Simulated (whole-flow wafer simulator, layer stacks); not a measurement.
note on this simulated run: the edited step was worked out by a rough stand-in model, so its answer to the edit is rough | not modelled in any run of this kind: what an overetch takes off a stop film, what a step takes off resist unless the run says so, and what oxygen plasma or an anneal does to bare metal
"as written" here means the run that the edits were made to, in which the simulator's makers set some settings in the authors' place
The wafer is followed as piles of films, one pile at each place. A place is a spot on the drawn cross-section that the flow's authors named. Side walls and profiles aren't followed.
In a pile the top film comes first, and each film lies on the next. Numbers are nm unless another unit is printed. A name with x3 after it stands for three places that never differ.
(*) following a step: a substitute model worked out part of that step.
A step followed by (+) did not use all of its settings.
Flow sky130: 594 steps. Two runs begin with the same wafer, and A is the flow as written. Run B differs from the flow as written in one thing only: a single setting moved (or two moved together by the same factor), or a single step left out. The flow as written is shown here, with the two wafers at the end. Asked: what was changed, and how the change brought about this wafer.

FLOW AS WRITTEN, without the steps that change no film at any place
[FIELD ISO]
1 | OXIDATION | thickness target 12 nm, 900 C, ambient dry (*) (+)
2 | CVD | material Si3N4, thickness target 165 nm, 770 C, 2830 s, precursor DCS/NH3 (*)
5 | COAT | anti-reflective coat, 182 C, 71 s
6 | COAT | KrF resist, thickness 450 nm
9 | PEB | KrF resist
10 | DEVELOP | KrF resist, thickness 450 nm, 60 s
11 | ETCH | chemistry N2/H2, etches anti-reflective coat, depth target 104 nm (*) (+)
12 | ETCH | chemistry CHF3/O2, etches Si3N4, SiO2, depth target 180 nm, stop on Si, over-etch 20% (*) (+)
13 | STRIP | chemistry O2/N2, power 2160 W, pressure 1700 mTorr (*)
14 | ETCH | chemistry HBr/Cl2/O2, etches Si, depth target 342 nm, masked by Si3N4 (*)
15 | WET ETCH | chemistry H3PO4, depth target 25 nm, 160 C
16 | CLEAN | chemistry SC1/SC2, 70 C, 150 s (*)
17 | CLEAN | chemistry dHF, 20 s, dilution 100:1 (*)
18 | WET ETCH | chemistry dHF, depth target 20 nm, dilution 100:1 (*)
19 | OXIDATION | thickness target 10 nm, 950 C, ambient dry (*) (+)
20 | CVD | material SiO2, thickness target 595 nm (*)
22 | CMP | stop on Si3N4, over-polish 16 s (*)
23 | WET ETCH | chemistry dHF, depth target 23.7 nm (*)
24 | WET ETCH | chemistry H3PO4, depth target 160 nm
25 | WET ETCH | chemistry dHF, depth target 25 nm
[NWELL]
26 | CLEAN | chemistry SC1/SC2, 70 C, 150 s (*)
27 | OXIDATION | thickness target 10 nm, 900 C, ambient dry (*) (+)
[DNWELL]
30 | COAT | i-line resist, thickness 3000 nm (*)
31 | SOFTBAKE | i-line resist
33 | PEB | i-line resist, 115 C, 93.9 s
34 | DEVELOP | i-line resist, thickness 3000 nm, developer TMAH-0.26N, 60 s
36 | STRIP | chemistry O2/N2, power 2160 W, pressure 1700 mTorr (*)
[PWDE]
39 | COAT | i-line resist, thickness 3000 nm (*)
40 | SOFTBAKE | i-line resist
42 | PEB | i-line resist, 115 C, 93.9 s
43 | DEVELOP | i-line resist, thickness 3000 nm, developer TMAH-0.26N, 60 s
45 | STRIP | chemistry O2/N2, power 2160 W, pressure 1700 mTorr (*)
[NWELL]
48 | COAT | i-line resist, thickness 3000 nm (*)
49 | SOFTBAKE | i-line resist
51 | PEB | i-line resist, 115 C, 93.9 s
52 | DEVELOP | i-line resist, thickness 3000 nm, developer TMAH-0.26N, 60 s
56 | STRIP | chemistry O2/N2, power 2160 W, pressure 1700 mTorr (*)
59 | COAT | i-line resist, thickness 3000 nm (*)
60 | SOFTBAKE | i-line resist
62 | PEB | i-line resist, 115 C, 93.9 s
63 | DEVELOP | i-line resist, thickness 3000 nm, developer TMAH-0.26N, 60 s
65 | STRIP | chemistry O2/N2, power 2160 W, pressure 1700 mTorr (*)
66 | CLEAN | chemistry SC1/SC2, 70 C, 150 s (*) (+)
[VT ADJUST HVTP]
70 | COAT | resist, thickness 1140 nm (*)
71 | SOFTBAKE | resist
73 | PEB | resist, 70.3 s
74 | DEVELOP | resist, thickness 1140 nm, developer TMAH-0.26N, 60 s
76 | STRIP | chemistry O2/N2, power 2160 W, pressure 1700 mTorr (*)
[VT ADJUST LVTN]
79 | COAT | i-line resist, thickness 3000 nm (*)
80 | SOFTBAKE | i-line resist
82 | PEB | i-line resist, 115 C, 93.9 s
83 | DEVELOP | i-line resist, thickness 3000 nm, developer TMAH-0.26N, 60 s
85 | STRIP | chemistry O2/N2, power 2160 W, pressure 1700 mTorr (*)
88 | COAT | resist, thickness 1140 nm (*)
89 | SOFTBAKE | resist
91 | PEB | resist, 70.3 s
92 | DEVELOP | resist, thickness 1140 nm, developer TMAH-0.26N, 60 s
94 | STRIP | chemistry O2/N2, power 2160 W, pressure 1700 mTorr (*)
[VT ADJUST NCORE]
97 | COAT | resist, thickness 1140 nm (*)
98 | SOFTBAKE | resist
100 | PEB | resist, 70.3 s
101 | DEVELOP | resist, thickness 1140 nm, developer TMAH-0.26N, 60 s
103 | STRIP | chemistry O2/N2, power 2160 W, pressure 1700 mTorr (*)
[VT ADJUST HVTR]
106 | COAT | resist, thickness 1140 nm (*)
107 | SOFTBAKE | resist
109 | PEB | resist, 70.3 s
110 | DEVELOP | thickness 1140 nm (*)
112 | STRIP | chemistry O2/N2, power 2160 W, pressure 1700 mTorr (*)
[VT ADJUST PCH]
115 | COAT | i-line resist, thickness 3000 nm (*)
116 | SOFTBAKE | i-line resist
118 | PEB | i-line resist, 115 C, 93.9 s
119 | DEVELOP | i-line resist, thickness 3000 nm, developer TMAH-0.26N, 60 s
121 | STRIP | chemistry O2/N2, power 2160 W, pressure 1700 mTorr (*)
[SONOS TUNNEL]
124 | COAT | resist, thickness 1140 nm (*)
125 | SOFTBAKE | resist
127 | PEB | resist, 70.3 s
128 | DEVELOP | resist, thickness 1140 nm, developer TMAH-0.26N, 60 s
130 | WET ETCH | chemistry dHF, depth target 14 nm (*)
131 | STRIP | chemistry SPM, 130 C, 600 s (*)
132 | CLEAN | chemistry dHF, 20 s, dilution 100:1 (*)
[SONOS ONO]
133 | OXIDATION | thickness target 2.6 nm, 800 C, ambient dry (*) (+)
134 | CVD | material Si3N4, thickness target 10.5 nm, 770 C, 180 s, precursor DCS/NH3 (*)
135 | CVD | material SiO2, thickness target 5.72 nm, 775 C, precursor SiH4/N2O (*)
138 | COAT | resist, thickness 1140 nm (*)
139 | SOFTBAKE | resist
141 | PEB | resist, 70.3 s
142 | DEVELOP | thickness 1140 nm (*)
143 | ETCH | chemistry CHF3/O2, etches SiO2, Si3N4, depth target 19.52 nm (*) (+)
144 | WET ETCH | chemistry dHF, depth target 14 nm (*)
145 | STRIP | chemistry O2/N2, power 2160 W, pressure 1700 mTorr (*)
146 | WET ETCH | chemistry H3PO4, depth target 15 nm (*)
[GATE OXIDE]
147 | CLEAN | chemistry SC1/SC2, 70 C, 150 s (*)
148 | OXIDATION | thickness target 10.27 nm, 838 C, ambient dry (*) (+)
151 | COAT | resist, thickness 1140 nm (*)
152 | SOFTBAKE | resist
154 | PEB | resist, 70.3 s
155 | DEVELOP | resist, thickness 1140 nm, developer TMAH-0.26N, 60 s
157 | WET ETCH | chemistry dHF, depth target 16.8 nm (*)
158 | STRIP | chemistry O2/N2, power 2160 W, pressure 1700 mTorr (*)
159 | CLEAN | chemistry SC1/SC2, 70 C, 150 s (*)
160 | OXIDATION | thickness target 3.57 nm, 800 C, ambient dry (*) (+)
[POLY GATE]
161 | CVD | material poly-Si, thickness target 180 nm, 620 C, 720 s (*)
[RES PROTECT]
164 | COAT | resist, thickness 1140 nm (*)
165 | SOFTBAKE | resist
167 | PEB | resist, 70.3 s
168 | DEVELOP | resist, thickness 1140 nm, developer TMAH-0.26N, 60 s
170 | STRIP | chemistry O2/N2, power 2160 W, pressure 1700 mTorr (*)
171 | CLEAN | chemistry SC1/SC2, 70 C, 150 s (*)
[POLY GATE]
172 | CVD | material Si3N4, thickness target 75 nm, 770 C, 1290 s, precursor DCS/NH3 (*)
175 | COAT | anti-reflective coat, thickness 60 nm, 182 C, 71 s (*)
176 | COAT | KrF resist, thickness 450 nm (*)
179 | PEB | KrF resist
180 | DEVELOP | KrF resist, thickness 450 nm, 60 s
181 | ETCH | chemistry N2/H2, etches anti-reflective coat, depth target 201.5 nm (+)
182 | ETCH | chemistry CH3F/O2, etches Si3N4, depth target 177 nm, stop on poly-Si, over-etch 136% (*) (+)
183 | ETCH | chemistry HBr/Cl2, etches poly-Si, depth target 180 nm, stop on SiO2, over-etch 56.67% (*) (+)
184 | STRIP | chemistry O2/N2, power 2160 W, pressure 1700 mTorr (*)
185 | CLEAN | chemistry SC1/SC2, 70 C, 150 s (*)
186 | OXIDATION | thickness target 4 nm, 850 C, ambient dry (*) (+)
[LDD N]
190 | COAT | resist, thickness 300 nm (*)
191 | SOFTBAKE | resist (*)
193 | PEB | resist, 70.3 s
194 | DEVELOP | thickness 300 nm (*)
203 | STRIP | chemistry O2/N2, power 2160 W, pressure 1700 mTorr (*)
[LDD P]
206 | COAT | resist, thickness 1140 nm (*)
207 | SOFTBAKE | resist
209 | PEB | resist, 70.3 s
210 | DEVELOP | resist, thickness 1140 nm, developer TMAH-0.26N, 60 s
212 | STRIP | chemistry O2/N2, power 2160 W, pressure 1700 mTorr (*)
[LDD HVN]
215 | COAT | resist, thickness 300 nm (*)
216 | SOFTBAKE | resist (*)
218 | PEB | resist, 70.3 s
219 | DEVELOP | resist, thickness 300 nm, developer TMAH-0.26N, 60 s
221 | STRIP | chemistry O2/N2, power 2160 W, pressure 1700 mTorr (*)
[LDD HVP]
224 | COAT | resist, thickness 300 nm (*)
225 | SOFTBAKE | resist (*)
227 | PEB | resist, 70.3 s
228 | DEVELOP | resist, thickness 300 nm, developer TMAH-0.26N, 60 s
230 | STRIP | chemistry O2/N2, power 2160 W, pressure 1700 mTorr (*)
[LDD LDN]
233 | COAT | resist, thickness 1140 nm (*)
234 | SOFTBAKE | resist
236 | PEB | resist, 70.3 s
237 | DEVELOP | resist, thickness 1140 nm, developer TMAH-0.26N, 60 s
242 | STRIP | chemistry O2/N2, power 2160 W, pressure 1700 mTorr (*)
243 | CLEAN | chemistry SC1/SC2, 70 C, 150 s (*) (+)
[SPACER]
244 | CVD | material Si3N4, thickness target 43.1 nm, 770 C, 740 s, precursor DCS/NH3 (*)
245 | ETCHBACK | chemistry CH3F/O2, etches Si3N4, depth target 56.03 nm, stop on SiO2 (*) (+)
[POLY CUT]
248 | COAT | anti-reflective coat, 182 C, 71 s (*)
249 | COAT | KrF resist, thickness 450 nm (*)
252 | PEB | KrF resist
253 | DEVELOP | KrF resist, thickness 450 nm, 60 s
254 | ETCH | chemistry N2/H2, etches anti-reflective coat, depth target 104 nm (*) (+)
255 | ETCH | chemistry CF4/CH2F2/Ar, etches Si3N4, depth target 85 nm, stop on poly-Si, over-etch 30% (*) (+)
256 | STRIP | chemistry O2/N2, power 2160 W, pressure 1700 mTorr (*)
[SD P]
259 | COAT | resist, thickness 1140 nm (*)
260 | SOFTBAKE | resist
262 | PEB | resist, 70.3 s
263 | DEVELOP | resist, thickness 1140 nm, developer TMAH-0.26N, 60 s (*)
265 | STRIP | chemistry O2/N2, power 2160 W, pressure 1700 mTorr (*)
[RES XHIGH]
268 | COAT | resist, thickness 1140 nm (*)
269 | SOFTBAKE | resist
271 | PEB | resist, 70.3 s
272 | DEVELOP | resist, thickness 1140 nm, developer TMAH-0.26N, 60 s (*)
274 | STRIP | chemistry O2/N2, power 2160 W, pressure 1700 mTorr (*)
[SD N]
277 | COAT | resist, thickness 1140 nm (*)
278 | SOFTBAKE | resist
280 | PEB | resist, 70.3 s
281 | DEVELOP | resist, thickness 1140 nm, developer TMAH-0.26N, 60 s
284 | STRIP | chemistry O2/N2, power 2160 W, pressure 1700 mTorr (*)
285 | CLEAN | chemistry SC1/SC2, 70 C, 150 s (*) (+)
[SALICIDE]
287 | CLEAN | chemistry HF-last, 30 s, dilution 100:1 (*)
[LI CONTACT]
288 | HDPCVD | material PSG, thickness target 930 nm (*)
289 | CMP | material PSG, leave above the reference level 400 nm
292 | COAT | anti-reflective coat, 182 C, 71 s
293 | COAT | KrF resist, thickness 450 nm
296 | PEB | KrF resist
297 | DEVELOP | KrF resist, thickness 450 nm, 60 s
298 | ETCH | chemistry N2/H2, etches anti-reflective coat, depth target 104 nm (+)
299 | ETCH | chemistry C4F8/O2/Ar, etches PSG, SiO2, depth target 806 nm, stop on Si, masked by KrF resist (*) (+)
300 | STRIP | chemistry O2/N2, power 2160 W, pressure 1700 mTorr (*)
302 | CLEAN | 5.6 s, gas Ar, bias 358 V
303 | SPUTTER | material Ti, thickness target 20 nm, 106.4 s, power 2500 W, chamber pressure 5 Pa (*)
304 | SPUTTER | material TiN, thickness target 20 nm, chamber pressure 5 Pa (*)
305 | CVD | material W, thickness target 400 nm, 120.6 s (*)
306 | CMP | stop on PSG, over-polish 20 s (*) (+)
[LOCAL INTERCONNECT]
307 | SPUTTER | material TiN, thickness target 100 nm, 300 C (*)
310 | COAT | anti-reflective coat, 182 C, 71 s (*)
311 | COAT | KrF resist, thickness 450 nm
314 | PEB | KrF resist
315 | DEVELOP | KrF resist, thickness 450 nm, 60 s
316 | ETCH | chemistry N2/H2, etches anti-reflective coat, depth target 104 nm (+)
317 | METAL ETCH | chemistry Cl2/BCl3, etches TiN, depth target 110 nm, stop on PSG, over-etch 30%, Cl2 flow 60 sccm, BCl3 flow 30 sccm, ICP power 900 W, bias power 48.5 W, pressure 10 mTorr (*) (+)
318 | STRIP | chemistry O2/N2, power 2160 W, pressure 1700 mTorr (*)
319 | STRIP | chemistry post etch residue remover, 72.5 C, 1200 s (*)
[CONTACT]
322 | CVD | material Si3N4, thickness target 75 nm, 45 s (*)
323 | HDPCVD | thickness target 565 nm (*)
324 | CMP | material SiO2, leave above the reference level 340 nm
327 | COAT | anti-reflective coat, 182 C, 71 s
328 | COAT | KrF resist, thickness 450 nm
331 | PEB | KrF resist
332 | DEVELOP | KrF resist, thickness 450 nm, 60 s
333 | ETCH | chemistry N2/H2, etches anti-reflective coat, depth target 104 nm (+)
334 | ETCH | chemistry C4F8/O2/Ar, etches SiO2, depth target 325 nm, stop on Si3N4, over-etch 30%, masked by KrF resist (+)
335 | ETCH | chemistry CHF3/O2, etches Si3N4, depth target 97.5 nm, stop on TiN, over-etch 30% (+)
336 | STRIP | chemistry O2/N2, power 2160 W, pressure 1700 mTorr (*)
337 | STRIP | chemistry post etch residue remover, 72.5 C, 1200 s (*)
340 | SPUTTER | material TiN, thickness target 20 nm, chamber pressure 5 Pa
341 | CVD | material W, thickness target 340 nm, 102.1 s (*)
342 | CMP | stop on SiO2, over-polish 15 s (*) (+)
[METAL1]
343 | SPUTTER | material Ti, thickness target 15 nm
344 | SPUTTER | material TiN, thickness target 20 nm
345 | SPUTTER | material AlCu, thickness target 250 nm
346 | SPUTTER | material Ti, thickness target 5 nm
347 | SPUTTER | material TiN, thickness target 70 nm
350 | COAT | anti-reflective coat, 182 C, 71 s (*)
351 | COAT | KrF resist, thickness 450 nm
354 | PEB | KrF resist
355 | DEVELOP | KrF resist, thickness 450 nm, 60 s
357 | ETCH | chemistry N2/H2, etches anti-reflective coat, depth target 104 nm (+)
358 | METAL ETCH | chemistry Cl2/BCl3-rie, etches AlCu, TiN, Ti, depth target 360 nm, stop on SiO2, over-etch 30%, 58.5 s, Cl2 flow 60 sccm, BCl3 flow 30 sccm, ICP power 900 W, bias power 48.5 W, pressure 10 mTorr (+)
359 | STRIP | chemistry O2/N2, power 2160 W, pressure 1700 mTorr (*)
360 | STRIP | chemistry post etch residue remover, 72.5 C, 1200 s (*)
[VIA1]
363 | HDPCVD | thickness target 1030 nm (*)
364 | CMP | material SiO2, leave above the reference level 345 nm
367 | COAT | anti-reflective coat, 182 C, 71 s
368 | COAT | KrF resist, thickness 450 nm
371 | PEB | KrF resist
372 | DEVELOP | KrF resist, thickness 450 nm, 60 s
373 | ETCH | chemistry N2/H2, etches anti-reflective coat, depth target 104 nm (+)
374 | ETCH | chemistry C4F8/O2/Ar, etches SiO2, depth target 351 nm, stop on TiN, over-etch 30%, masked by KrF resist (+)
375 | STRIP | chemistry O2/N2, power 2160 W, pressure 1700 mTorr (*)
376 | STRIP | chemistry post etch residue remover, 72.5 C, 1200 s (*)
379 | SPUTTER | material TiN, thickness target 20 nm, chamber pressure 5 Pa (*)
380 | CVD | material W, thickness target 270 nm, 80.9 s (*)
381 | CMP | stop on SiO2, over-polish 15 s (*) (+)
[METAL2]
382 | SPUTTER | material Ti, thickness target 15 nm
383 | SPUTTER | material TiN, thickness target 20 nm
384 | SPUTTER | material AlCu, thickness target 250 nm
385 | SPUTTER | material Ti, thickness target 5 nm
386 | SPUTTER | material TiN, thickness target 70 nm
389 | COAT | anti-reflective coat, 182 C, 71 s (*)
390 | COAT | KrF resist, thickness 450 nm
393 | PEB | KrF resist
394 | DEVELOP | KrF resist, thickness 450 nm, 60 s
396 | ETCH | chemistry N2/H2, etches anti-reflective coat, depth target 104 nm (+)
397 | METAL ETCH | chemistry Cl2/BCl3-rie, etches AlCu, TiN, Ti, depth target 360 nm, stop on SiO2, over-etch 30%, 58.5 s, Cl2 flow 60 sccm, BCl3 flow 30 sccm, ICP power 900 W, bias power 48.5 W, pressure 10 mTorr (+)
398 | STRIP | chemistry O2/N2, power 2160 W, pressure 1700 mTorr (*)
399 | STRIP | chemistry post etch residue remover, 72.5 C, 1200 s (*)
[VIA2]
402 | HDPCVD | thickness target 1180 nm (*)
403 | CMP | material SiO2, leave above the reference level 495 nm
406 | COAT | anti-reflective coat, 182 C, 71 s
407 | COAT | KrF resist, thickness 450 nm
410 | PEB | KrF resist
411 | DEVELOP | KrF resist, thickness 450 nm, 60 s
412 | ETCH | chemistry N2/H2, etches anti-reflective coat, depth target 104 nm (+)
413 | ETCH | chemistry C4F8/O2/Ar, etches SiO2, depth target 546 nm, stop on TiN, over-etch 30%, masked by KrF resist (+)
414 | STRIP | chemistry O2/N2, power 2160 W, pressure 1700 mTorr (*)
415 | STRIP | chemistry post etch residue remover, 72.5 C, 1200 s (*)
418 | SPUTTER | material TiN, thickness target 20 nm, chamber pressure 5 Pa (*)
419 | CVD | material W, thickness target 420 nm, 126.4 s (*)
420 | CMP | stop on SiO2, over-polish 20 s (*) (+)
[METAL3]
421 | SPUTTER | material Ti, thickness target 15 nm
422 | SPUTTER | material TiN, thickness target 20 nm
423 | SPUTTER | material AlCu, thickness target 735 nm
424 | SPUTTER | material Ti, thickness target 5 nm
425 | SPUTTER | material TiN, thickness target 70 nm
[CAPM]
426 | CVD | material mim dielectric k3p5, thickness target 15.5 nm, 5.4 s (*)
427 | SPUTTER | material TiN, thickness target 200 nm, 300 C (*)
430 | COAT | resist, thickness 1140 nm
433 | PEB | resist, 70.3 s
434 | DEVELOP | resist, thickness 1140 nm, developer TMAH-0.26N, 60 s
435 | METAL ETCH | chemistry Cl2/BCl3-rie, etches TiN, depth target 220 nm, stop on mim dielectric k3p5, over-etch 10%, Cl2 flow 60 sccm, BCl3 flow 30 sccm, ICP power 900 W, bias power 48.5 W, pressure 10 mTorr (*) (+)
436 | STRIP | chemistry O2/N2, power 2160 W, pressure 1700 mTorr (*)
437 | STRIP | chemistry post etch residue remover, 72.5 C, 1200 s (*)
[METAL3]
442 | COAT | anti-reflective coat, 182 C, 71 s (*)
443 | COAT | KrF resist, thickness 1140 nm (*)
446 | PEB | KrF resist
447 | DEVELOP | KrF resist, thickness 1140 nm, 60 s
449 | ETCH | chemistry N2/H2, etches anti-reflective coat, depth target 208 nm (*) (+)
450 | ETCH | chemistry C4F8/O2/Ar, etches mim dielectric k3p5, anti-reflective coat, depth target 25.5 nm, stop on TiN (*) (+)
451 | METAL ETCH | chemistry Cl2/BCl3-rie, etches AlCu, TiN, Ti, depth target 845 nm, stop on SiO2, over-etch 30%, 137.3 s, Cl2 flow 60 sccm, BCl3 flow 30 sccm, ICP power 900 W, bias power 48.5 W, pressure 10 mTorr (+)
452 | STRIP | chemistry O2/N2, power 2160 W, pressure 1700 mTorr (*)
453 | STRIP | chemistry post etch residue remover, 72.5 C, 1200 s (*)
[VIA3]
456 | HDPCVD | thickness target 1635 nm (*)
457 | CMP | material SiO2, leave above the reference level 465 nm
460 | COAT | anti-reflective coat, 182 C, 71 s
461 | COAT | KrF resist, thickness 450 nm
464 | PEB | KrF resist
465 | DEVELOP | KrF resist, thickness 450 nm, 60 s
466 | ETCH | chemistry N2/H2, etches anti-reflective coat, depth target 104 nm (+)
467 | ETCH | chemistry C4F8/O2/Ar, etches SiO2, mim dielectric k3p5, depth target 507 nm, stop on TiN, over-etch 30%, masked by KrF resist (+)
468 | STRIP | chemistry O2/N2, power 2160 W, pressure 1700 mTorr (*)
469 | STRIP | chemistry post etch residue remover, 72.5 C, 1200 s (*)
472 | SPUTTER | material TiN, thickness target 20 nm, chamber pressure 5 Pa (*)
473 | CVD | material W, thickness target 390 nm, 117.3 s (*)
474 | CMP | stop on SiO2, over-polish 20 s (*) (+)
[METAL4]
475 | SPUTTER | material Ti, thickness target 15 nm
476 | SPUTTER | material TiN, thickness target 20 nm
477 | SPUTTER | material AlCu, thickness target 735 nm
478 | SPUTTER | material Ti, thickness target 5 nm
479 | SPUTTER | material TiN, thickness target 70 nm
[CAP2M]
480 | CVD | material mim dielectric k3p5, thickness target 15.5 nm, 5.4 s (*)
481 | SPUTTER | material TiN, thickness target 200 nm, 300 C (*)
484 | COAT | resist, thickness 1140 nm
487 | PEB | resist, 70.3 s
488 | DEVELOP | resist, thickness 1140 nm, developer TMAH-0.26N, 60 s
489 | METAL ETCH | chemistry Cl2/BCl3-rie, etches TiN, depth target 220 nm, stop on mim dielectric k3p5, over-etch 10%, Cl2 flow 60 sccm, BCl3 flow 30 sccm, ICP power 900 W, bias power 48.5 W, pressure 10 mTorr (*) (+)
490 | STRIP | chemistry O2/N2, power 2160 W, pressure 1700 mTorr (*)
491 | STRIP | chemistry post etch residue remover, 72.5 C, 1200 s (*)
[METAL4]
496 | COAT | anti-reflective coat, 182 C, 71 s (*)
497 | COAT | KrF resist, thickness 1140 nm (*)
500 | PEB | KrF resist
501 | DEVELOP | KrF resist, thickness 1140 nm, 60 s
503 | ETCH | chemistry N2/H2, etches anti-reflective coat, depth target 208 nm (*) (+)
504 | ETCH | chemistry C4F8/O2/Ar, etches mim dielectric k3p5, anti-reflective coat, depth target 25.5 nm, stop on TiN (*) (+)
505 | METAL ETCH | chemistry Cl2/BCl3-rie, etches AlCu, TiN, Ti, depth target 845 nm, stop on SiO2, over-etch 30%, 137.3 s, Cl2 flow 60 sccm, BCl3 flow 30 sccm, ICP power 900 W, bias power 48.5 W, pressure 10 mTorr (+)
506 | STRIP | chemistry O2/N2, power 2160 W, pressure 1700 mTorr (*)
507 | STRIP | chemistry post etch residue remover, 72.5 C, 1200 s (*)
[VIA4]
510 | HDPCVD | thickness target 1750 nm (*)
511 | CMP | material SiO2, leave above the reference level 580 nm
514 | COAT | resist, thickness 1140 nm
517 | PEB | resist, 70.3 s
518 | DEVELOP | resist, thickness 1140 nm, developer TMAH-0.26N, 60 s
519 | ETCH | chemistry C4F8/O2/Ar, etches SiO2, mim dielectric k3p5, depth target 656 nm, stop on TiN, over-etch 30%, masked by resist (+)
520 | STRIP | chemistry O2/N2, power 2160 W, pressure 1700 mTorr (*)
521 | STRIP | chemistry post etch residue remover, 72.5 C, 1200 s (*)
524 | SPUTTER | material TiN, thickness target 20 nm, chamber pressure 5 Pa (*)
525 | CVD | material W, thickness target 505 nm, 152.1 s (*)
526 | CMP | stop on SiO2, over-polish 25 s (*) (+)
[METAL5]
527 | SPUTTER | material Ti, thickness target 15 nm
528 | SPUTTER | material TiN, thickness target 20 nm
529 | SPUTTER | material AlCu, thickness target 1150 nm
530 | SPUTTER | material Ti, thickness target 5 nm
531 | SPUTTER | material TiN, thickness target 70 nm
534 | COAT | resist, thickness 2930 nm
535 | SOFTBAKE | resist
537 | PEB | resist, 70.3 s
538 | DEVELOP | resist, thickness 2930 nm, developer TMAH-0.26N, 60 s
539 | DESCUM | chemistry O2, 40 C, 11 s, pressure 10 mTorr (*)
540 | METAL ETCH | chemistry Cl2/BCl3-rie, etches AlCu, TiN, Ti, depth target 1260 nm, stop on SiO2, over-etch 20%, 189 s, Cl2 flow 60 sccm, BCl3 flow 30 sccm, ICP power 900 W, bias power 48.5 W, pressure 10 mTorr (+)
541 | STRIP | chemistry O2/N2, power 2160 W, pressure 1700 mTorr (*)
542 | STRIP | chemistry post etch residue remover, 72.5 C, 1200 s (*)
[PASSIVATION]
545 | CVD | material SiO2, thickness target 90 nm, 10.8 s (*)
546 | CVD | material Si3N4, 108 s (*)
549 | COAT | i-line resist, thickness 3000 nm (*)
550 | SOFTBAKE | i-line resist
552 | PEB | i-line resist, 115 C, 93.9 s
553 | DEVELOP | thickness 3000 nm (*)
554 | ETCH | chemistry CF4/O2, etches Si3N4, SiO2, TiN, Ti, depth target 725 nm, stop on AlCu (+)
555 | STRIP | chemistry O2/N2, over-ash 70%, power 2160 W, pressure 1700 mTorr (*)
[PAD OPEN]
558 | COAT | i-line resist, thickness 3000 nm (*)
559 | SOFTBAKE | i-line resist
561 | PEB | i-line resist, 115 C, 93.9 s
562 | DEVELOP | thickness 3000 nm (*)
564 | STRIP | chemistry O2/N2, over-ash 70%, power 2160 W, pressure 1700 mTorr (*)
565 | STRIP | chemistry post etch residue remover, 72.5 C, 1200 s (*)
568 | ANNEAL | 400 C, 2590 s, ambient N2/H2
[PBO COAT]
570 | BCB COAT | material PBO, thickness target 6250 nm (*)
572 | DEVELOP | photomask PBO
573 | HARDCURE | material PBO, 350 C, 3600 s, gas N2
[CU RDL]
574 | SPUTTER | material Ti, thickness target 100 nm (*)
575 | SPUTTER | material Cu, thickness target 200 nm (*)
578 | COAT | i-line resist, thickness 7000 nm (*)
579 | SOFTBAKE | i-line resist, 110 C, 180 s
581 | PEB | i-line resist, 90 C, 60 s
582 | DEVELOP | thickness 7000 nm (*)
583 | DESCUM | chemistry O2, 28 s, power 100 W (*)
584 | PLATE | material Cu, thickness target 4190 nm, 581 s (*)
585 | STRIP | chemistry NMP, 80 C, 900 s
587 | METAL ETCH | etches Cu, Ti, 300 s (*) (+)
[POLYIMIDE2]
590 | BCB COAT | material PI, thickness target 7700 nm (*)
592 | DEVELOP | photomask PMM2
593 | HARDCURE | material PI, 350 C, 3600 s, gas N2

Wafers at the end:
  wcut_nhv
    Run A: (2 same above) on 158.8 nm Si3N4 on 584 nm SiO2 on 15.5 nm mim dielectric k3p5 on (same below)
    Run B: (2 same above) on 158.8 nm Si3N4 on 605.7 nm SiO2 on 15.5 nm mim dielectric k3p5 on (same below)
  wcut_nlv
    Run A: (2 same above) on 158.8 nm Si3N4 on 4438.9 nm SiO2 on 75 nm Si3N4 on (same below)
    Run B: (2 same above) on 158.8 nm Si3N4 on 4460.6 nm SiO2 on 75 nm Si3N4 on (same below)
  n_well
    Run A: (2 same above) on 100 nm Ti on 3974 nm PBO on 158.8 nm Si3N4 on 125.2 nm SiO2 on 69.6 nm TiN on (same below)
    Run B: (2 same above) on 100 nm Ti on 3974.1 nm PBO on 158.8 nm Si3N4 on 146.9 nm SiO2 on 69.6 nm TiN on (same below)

Cause: step 545, CVD: thickness target 106 nm was run, though the flow has thickness target 90 nm; step 545, CVD: 12.7 s was run, where the flow has 10.8 s.

Step by step, how the change led to this:
  545 | CVD | material SiO2, thickness target 90 nm, 10.8 s (*)
      field, active, gate and 175 more: A +125.2 SiO2 | B +146.9 SiO2
      n_well, p_well, sd_n and 12 more: A +125.2 SiO2 (new film) | B +146.9 SiO2 (new film)
  550 | SOFTBAKE | i-line resist
      gate_p_lvt, iso_guard_hv_nw: A +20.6 i-line resist | B +21.3 i-line resist
      spacer: A -97.5 i-line resist | B -100.4 i-line resist
      (and at 30 other places as well)
  554 | ETCH | chemistry CF4/O2, etches Si3N4, SiO2, TiN, Ti, depth target 725 nm, stop on AlCu (+)
      field, active, n_well and 189 more: A -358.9 i-line resist | B -380.6 i-line resist
      pad: A -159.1 Si3N4 (all of it), -125.2 SiO2 (all of it), -69.6 TiN (all of it), -5 Ti (all of it) | B -159.1 Si3N4 (all of it), -146.9 SiO2 (all of it), -69.6 TiN (all of it), -5 Ti (all of it)
  559 | SOFTBAKE | i-line resist
      gate_p_lvt, iso_guard_hv_nw: A +20.6 i-line resist | B +21.3 i-line resist
      nwell_res: A -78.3 i-line resist | B -80.3 i-line resist
      (and at 34 other places as well)
  578 | COAT | i-line resist, thickness 7000 nm (*)
      pad: A +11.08 um i-line resist (new film) | B +11.1 um i-line resist (new film)
  582 | DEVELOP | thickness 7000 nm (*)
      pad: A -11.08 um i-line resist (all of it) | B -11.1 um i-line resist (all of it)
